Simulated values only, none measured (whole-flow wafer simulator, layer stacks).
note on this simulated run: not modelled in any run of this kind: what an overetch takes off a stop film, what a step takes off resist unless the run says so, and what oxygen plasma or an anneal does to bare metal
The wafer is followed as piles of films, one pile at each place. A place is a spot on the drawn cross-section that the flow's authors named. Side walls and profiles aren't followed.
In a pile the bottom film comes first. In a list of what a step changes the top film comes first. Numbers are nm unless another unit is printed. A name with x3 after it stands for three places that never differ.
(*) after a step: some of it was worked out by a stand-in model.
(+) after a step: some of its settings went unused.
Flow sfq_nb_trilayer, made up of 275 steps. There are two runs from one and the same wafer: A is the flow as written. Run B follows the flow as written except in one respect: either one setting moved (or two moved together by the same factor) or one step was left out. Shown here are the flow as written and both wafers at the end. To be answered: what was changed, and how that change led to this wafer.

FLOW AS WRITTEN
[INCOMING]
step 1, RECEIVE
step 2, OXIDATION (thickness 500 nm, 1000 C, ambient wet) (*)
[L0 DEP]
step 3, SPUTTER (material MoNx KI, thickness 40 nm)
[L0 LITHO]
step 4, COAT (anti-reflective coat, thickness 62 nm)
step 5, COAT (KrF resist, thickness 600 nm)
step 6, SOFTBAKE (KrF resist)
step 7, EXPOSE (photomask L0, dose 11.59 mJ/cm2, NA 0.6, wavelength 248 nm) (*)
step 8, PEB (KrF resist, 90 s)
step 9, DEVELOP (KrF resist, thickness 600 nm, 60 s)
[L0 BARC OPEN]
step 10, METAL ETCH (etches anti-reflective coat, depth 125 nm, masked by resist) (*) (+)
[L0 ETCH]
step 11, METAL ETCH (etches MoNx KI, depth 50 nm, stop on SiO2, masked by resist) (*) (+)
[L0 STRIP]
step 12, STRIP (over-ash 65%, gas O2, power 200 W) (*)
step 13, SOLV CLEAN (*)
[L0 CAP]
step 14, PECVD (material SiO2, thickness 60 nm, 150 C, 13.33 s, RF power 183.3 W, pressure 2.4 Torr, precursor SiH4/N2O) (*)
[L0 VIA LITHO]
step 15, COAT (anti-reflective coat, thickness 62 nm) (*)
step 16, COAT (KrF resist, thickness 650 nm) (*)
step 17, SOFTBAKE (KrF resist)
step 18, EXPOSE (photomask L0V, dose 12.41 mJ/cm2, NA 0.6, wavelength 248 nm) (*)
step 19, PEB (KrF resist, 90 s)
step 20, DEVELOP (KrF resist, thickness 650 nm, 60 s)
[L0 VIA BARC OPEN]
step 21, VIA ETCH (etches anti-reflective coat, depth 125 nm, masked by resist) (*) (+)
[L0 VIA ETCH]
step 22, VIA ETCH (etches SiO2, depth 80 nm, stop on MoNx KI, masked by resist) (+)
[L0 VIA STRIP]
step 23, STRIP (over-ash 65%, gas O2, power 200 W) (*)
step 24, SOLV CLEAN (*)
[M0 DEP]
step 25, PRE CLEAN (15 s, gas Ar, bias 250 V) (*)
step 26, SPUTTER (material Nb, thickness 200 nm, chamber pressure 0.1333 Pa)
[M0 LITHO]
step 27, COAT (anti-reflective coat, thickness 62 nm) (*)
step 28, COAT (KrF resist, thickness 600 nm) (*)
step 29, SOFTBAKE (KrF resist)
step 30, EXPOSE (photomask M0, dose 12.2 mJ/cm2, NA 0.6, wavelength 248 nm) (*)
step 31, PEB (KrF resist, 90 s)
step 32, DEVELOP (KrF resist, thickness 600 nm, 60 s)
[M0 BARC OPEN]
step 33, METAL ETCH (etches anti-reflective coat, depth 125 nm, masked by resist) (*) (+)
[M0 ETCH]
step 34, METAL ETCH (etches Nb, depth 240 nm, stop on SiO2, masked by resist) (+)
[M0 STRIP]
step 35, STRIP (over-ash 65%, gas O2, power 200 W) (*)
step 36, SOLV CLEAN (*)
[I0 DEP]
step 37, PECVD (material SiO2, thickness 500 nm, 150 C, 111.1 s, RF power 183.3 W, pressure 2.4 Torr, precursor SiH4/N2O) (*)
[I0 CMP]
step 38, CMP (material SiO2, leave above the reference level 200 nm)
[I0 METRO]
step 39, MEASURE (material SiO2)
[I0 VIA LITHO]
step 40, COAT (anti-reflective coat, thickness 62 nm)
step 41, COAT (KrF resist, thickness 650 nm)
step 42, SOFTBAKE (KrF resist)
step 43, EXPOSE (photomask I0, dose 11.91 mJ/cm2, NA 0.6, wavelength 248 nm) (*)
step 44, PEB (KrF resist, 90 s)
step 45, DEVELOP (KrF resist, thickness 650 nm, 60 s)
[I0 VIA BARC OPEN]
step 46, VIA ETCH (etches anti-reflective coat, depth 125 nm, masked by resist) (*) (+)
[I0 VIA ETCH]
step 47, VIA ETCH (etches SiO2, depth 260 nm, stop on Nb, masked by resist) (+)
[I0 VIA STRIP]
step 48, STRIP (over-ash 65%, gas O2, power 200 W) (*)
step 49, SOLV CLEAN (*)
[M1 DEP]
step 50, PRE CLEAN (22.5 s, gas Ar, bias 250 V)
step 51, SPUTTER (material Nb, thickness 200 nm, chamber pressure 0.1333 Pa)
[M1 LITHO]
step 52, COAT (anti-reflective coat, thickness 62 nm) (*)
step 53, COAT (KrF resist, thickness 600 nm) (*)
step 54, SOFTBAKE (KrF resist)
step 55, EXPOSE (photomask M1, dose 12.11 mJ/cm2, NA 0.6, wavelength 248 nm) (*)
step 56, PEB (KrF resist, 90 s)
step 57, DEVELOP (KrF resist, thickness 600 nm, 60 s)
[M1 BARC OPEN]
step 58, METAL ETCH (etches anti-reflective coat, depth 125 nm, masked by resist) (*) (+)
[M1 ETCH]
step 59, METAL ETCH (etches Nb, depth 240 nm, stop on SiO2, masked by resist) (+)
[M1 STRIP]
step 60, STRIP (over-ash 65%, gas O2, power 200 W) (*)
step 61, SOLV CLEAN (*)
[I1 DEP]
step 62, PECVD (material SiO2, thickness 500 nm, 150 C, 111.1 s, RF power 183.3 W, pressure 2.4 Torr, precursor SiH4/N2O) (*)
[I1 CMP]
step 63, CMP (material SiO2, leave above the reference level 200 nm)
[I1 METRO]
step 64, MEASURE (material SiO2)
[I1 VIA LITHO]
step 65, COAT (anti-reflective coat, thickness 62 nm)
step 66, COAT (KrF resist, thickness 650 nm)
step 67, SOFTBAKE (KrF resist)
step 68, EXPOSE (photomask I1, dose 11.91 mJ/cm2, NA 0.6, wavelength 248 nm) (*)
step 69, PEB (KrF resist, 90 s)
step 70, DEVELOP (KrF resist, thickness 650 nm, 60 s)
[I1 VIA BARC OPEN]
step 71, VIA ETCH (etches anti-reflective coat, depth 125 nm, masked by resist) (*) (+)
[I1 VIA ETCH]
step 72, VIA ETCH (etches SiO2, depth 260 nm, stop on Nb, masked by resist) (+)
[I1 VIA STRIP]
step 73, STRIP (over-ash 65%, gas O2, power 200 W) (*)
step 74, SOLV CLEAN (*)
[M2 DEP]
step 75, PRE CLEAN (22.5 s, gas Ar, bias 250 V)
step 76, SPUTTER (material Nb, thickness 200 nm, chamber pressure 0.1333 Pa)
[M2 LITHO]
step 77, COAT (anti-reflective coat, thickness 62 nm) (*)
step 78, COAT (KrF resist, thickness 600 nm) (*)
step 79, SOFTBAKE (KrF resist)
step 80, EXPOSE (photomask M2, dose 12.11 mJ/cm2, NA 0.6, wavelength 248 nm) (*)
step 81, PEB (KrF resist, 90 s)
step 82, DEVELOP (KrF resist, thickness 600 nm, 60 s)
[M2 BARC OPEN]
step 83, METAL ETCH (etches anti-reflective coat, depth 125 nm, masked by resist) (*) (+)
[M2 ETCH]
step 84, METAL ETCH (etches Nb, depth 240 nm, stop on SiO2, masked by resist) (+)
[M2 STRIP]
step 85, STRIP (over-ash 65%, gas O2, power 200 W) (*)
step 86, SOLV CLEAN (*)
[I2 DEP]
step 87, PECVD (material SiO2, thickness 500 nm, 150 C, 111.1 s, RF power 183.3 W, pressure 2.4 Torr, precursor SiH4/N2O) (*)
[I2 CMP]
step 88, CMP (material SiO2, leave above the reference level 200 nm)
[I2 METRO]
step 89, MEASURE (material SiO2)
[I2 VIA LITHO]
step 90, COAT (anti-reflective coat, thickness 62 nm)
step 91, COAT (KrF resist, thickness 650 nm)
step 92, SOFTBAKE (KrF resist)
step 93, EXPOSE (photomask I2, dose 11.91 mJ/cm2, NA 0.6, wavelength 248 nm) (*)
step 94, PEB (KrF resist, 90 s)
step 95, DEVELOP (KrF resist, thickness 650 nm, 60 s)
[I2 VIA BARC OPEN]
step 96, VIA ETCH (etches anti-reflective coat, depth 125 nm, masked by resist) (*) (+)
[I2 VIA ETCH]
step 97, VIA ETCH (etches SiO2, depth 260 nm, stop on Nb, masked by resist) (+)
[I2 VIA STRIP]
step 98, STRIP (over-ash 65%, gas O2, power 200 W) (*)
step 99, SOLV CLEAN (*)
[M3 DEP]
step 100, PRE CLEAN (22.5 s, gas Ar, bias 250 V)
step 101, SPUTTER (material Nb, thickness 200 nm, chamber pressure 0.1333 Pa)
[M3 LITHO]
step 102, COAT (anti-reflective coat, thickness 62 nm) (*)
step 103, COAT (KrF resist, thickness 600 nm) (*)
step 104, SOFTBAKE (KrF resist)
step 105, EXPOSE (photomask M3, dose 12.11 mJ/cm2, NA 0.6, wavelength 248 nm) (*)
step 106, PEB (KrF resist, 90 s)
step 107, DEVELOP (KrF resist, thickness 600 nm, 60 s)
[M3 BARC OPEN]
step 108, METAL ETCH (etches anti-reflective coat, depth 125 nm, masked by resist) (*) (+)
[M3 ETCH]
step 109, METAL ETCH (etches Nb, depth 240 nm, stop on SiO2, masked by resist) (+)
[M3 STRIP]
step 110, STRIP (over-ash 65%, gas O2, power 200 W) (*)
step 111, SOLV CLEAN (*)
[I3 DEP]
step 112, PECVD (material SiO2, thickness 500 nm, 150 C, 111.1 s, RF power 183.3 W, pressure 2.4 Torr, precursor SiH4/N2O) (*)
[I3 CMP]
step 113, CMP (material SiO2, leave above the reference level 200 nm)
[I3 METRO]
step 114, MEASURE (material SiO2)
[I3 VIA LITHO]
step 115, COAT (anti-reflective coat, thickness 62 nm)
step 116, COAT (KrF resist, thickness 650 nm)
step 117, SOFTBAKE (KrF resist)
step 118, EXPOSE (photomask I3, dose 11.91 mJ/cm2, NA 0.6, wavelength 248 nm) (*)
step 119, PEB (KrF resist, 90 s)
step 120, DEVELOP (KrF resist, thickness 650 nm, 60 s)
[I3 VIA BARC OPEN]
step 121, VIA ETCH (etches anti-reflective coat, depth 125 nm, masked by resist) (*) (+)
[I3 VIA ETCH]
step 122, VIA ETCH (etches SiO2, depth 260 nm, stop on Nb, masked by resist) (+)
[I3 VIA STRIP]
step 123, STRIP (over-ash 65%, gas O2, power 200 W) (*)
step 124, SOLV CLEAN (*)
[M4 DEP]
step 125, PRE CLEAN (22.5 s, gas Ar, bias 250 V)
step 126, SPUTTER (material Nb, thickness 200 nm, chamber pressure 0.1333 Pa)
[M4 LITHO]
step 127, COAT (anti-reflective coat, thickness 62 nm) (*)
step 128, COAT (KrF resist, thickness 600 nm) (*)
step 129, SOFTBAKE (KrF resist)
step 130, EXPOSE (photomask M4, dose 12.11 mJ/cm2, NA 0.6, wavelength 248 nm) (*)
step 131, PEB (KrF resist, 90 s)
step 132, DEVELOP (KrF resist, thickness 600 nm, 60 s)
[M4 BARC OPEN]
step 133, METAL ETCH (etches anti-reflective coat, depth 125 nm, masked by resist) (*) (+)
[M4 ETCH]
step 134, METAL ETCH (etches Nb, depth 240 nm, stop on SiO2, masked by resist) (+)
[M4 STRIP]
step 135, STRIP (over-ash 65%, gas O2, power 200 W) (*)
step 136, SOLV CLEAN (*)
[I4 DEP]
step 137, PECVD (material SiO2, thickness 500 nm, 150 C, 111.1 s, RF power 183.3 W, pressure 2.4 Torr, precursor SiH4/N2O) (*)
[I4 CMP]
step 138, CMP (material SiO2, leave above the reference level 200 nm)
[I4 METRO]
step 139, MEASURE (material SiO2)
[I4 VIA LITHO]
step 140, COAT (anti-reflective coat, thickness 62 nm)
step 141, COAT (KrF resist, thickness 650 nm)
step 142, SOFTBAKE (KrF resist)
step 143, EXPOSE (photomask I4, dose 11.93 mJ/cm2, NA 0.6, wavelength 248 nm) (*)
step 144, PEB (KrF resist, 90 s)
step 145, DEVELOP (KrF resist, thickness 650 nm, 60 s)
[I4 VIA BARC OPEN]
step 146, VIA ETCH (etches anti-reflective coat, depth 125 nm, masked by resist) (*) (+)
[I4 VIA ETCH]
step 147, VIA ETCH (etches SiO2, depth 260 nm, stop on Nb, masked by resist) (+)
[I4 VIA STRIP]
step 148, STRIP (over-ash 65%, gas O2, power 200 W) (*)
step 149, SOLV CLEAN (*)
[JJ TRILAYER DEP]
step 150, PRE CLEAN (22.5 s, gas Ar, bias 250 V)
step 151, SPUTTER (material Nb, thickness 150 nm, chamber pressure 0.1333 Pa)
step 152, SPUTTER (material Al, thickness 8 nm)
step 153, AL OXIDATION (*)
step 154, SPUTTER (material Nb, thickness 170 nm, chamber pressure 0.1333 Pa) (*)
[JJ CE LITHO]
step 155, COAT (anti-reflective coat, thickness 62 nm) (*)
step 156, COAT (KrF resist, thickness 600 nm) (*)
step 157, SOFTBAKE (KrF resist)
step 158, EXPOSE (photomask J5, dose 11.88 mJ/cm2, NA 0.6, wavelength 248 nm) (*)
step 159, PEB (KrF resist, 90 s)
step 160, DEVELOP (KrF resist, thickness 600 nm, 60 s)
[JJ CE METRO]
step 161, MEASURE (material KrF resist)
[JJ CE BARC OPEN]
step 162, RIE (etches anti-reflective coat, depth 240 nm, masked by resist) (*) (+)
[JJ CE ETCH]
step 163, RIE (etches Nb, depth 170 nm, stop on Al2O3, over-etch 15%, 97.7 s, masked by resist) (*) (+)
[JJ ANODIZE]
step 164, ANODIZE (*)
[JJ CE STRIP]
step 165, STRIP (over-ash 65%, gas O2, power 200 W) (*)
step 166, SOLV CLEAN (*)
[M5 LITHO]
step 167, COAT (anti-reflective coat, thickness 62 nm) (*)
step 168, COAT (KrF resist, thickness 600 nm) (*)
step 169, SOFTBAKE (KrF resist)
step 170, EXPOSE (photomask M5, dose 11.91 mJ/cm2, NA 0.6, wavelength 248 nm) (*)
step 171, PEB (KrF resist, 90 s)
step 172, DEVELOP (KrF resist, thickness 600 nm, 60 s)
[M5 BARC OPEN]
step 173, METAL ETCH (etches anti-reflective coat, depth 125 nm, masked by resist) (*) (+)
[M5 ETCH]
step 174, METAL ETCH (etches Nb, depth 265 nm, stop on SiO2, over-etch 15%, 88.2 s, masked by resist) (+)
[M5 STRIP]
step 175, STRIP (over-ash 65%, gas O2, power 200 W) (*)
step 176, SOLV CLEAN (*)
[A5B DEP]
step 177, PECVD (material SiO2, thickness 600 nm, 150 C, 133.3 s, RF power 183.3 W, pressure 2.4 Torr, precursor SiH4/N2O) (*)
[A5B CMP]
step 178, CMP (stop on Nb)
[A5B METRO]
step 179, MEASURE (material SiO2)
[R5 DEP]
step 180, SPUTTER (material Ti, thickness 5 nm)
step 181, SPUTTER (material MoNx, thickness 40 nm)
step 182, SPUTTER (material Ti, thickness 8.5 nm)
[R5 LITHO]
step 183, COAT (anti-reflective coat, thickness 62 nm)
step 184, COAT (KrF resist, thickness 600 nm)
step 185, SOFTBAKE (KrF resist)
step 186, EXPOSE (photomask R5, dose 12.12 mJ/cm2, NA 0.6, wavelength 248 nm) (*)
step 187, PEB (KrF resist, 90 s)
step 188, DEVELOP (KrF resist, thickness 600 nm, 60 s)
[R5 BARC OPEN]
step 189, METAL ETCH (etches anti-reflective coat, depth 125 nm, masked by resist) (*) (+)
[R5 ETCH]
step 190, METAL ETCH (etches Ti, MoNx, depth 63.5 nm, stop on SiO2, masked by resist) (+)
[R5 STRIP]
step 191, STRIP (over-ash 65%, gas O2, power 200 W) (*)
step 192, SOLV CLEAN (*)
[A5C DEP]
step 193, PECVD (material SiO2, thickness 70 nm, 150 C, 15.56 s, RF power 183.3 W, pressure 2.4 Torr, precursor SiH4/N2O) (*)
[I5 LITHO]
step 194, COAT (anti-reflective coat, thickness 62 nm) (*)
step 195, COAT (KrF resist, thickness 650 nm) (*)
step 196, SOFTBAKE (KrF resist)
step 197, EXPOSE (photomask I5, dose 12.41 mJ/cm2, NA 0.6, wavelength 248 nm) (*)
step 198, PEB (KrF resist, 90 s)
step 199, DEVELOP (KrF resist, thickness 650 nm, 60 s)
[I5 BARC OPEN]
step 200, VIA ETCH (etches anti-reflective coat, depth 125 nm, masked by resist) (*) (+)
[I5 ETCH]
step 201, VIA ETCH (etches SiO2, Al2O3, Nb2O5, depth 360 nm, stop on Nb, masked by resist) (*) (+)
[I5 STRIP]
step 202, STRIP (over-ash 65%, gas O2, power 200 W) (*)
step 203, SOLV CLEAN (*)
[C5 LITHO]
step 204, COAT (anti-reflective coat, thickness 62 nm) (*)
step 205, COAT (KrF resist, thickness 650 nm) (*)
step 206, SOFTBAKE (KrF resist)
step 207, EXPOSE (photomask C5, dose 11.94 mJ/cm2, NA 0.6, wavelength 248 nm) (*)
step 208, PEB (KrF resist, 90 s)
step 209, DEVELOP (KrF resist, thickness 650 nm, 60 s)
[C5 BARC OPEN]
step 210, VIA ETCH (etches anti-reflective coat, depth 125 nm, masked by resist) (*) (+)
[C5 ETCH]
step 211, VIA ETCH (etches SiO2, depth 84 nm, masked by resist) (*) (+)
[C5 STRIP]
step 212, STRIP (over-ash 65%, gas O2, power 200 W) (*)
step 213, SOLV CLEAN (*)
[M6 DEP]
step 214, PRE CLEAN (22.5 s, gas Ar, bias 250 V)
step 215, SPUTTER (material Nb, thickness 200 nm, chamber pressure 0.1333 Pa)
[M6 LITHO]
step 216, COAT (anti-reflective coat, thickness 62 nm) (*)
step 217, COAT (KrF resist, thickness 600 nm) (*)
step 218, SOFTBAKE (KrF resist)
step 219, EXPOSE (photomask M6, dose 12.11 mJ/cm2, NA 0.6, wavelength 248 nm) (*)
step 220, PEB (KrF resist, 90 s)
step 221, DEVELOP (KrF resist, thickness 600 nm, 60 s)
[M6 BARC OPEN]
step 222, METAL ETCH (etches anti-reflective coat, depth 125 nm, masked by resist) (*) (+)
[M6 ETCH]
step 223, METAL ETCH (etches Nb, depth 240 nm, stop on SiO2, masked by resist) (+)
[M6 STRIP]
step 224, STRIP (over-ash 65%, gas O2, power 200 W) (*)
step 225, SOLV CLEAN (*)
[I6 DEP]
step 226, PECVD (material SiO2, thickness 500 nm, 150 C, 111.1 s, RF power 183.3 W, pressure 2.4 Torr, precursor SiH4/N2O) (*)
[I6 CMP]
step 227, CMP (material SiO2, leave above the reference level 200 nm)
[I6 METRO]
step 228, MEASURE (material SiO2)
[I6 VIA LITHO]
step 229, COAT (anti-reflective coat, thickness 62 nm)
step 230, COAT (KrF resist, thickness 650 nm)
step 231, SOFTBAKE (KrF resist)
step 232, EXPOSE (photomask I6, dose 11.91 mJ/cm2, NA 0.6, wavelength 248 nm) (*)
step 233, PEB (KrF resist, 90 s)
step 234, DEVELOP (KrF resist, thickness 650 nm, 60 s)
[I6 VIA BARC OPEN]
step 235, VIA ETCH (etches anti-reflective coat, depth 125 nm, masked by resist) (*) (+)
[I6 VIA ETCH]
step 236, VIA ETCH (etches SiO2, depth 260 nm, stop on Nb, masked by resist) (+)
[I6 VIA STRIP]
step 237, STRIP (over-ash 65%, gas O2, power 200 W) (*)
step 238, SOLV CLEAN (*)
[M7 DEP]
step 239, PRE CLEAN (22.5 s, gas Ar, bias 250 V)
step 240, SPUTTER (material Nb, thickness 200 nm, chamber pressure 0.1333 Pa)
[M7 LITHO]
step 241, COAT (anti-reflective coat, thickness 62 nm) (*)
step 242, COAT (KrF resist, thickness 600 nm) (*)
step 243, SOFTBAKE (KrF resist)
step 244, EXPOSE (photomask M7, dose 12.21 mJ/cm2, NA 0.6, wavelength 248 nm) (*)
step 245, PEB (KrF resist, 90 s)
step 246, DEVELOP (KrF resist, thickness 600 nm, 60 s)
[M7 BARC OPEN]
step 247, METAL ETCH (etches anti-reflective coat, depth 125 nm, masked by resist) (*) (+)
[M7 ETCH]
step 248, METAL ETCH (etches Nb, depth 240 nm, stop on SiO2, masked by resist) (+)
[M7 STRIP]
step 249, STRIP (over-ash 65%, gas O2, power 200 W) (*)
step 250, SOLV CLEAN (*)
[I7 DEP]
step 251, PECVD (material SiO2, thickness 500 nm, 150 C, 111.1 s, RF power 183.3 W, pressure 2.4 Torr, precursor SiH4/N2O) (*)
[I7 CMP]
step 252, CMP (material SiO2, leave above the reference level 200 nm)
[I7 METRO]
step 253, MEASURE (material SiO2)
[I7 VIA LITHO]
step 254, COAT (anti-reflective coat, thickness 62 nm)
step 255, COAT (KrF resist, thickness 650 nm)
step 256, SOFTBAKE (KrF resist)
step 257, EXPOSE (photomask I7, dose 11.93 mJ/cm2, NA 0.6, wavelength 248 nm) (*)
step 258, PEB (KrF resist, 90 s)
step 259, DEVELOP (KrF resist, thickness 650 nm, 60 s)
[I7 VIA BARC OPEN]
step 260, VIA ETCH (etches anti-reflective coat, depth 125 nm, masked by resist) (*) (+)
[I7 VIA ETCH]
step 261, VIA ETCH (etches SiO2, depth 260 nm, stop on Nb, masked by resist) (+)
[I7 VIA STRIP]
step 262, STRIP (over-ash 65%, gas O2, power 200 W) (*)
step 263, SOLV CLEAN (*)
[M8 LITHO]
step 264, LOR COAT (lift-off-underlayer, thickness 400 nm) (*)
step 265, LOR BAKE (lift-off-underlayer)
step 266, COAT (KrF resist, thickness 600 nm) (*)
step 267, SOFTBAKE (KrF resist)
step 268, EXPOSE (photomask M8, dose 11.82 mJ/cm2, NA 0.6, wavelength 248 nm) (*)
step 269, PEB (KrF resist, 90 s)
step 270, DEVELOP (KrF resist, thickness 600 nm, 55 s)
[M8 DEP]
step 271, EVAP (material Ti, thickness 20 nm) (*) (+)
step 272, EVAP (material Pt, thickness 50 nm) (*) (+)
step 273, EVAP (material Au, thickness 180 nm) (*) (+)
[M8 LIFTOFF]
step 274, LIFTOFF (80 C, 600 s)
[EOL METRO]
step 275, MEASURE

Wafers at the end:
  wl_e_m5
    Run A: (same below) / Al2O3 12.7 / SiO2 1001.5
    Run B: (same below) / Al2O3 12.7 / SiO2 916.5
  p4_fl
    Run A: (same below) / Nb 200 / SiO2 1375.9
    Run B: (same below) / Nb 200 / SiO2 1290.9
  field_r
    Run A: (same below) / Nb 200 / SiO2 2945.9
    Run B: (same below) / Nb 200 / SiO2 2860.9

Cause: step 227, CMP: leave above the reference level 115 nm was run, whereas the flow has leave above the reference level 200 nm.

How this came from the change, step by step:
  step 227, CMP (material SiO2, leave above the reference level 200 nm)
      field_l, p4_fl, p4_fm and 59 more: A SiO2 loses 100 | B SiO2 loses 185
      v_sur, via_wl, via_w and 15 more: A SiO2 loses 300 | B SiO2 loses 385
      (as well as at 26 more places)
  step 236, VIA ETCH (etches SiO2, depth 260 nm, stop on Nb, masked by resist) (+)
      field_l, v_sur, via_wl and 102 more: A KrF resist loses 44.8 | B KrF resist loses 29.7
      via_v: A SiO2 loses 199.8 (all of it) | B SiO2 loses 114.8 (all of it)
  step 237, STRIP (over-ash 65%, gas O2, power 200 W) (*)
      field_l, v_sur, via_wl and 102 more: A KrF resist loses 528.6 (all of it), anti-reflective coat loses 62 (all of it) | B KrF resist loses 543.7 (all of it), anti-reflective coat loses 62 (all of it)
  step 240, SPUTTER (material Nb, thickness 200 nm, chamber pressure 0.1333 Pa)
      via_v: A Nb gains 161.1 | B Nb gains 182
  step 241, COAT (anti-reflective coat, thickness 62 nm) (*)
      via_sp: A anti-reflective coat gains 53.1 (new film) | B anti-reflective coat gains 54.8 (new film)
      via_v: A anti-reflective coat gains 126 (new film) | B anti-reflective coat gains 106.1 (new film)
      (as well as at 1 more place)
  step 242, COAT (KrF resist, thickness 600 nm) (*)
      via_v: A KrF resist gains 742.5 (new film) | B KrF resist gains 670.8 (new film)
  step 249, STRIP (over-ash 65%, gas O2, power 200 W) (*)
      via_sp: A KrF resist loses 373.6 (all of it), anti-reflective coat loses 53.1 (all of it) | B KrF resist loses 379.5 (all of it), anti-reflective coat loses 54.8 (all of it)
      via_v: A KrF resist loses 524.5 (all of it), anti-reflective coat loses 126 (all of it) | B KrF resist loses 453 (all of it), anti-reflective coat loses 106.1 (all of it)
      (as well as at 1 more place)
  step 251, PECVD (material SiO2, thickness 500 nm, 150 C, 111.1 s, RF power 183.3 W, pressure 2.4 Torr, precursor SiH4/N2O) (*)
      via_v: A SiO2 gains 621 (new film) | B SiO2 gains 500 (new film)
  step 252, CMP (material SiO2, leave above the reference level 200 nm)
      via_v: A SiO2 loses 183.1 | B SiO2 loses 168
